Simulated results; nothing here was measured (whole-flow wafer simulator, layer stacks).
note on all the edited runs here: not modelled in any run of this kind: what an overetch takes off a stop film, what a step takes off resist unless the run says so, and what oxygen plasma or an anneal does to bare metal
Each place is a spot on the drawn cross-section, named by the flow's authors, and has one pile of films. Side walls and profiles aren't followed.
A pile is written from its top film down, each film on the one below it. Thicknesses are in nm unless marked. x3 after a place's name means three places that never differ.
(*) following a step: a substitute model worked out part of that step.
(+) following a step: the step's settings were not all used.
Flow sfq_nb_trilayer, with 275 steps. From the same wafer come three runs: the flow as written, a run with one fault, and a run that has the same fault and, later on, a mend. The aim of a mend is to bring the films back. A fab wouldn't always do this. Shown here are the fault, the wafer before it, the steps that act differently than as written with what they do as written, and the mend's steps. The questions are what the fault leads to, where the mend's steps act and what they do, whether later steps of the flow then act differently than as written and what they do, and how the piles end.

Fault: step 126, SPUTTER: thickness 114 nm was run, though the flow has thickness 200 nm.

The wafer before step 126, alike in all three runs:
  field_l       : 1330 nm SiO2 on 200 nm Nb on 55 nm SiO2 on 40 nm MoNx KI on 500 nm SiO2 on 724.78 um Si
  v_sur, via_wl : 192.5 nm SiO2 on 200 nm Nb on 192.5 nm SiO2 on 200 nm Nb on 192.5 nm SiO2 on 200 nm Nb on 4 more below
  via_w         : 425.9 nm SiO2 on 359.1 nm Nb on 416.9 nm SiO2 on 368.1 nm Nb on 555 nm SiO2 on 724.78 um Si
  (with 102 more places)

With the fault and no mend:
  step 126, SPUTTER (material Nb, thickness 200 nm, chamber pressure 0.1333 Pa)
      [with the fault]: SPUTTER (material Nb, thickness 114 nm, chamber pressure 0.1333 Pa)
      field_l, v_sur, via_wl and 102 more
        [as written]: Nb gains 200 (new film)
        [with the fault]: Nb gains 114 (new film)
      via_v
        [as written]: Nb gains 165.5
        [with the fault]: Nb gains 94
  Later steps of the flow acting differently than as written (4 other steps are not shown; they differ only slightly, by no more than 2% or 0.5 nm, whichever is larger):
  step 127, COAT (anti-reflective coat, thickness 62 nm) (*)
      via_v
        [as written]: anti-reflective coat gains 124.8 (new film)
        [with the fault]: anti-reflective coat gains 120.3 (new film)
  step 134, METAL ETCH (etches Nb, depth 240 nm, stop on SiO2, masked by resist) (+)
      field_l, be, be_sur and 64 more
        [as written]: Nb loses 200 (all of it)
        [with the fault]: Nb loses 114 (all of it)
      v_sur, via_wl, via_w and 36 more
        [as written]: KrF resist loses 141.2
        [with the fault]: KrF resist loses 100.6
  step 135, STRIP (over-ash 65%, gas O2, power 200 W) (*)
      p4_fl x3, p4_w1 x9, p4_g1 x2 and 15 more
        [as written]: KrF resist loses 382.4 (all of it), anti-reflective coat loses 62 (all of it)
        [with the fault]: KrF resist loses 423 (all of it), anti-reflective coat loses 62 (all of it)
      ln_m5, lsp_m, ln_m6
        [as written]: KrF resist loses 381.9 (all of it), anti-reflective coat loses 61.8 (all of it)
        [with the fault]: KrF resist loses 422.5 (all of it), anti-reflective coat loses 61.8 (all of it)
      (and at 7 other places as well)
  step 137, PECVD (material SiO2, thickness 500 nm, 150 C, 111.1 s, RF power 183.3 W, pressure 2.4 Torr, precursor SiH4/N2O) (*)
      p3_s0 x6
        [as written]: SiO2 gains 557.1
        [with the fault]: SiO2 gains 500
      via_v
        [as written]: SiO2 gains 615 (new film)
        [with the fault]: SiO2 gains 591.6 (new film)
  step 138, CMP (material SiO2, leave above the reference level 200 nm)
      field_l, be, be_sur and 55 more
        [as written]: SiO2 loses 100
        [with the fault]: SiO2 loses 186
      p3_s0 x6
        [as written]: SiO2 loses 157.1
        [with the fault]: SiO2 loses 186
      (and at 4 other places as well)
  By the end, the piles at field_l, v_sur, via_wl and 103 more depart from the flow's by more than 2% or 0.5 nm, whichever is larger.
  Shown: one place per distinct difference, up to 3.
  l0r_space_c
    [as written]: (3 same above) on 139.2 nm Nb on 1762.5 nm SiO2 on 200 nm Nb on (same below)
    [with the fault]: (3 same above) on 139.2 nm Nb on 1676.5 nm SiO2 on 200 nm Nb on (same below)
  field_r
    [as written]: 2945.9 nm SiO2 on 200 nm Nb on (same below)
    [with the fault]: 2859.9 nm SiO2 on 200 nm Nb on (same below)
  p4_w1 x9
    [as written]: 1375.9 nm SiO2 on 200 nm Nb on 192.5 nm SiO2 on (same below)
    [with the fault]: 1375.9 nm SiO2 on 114 nm Nb on 192.5 nm SiO2 on (same below)

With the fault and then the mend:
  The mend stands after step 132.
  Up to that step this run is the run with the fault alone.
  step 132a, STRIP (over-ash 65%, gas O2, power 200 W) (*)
      p3_s0 x6, p3_fr x3, wl_d_sl and 38 more
        anti-reflective coat loses 62 (all of it)
      p4_fl x3, p4_w1 x9, p4_g1 x2 and 15 more
        KrF resist loses 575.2 (all of it), anti-reflective coat loses 62 (all of it)
      moat, field_r, lsp_l, lsp_r, l0_sur, l0v
        anti-reflective coat loses 61.8 (all of it)
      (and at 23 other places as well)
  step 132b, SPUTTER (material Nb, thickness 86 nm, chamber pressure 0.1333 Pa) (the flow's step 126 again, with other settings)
      field_l, v_sur, via_wl and 102 more
        Nb gains 86
      via_v
        Nb gains 69.1
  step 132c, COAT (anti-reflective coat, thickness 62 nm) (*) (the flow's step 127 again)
      p4_fl x3, p4_w1 x9, p4_g1 x2 and 63 more
        anti-reflective coat gains 62 (new film)
      moat, field_r, lsp_l and 6 more
        anti-reflective coat gains 61.8 (new film)
      be_r, r_sur, res, r_end
        anti-reflective coat gains 61.7 (new film)
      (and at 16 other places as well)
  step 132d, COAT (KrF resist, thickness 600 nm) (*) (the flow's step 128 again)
      p4_fl x3, p4_w1 x9, p4_g1 x2 and 63 more
        KrF resist gains 600 (new film)
      field_r, lsp_l, ln_m5, lsp_m, l0v
        KrF resist gains 599.5 (new film)
      ln_m6, lsp_r, l0_sur
        KrF resist gains 599.6 (new film)
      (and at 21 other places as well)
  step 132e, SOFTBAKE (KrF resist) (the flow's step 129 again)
      leaves every film unchanged at each place that is followed
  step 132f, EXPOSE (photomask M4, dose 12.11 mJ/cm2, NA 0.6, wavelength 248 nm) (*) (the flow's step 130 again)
      leaves every film unchanged at each place that is followed
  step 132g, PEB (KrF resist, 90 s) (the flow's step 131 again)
      field_l, v_sur, via_wl and 97 more
        KrF resist loses 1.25
      via_w, via_wr, via_sp, wire, be
        KrF resist loses 1.24
      via_v
        KrF resist loses 1.61
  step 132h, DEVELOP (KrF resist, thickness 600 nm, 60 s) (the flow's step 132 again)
      p3_s0 x6, p3_fr x3, wl_d_sl and 38 more
        KrF resist loses 598.7 (all of it)
      v_sur, via_wl, via_w and 36 more
        KrF resist loses 23.5
      moat, field_r, lsp_l
        KrF resist loses 598.2 (all of it)
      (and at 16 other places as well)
  Later steps of the flow that are run all act as written at every place that is followed, up to a difference of at most 2% or 0.5 nm, whichever is larger.
  The piles end only slightly different from the flow's at the places that both follow, by no more than 2% or 0.5 nm, whichever is larger.
